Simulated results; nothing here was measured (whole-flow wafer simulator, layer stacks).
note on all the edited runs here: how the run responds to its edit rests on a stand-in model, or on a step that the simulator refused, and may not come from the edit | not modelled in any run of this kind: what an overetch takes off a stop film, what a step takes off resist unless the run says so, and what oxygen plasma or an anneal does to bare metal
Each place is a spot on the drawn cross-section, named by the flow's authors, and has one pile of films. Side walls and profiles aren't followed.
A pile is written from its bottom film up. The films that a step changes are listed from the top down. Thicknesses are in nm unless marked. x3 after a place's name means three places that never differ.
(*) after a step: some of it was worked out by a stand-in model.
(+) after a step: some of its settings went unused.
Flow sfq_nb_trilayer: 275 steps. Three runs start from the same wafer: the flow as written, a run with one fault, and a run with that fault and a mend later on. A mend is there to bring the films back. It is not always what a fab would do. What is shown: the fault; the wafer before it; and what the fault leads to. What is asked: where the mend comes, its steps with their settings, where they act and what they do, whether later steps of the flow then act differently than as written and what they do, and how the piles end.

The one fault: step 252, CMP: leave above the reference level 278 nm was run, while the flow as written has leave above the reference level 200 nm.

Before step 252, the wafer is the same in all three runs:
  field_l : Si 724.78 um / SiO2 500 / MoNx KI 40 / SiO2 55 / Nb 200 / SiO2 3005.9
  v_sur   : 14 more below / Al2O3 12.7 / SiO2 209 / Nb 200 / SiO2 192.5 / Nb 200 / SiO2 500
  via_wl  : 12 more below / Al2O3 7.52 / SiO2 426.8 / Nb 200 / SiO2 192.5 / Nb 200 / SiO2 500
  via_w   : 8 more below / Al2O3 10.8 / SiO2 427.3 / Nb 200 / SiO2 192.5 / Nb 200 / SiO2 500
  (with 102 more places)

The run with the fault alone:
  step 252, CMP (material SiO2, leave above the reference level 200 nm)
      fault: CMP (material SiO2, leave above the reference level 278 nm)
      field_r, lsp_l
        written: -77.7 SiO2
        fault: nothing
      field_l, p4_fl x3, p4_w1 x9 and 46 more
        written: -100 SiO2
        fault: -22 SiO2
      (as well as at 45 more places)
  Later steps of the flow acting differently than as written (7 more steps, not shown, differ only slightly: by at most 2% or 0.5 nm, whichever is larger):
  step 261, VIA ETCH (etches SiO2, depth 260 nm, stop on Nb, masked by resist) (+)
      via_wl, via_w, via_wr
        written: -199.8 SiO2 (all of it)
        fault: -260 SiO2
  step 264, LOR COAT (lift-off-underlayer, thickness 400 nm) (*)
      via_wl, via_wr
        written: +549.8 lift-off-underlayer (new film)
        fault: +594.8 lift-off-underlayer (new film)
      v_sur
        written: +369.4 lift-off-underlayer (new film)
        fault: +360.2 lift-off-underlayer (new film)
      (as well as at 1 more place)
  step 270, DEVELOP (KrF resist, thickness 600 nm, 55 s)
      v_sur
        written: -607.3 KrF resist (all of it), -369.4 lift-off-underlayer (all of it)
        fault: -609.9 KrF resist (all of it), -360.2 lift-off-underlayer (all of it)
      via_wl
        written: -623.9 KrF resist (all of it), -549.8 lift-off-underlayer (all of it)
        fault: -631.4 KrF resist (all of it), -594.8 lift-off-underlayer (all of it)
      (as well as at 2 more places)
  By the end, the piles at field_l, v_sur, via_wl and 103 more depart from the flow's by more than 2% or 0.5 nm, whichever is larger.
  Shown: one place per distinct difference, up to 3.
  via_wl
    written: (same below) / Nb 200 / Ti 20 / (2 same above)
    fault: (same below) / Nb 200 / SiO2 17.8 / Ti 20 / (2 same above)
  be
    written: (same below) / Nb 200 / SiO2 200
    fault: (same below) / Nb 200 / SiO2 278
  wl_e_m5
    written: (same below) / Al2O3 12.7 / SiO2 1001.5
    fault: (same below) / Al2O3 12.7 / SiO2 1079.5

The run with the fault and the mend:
  After step 259 comes the mend.
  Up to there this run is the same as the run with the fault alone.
  step 259a, STRIP (over-ash 65%, gas O2, power 200 W) (*)
      field_l, v_sur, via_sp and 98 more
        -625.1 KrF resist (all of it), -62 anti-reflective coat (all of it)
      via_wl, via_w, via_wr
        -62 anti-reflective coat (all of it)
      field_r
        -625.2 KrF resist (all of it), -62.1 anti-reflective coat (all of it)
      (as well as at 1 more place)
  step 259b, CMP (material SiO2, leave above the reference level 200 nm) (the flow's step 252, run once more)
      field_l, v_sur, via_wl and 101 more
        -78 SiO2
      field_r, lsp_l
        -77.7 SiO2
  step 259c, COAT (anti-reflective coat, thickness 62 nm) (the flow's step 254, run once more)
      field_l, v_sur, via_wl and 103 more
        +62 anti-reflective coat (new film)
  step 259d, COAT (KrF resist, thickness 650 nm) (the flow's step 255, run once more)
      field_l, v_sur, via_wl and 103 more
        +650 KrF resist (new film)
  step 259e, SOFTBAKE (KrF resist) (the flow's step 256, run once more)
      does not change any film at any place that is followed
  step 259f, EXPOSE (photomask I7, dose 11.93 mJ/cm2, NA 0.6, wavelength 248 nm) (*) (the flow's step 257, run once more)
      does not change any film at any place that is followed
  step 259g, PEB (KrF resist, 90 s) (the flow's step 258, run once more)
      field_l, v_sur, via_wl and 103 more
        -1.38 KrF resist
  step 259h, DEVELOP (KrF resist, thickness 650 nm, 60 s) (the flow's step 259, run once more)
      field_l, v_sur, via_sp and 100 more
        -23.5 KrF resist
      via_wl, via_w, via_wr
        -648.6 KrF resist (all of it)
  Every later step of the flow that is run acts as written at every place that is followed.
  The piles end the same as the flow's at every place that both follow.
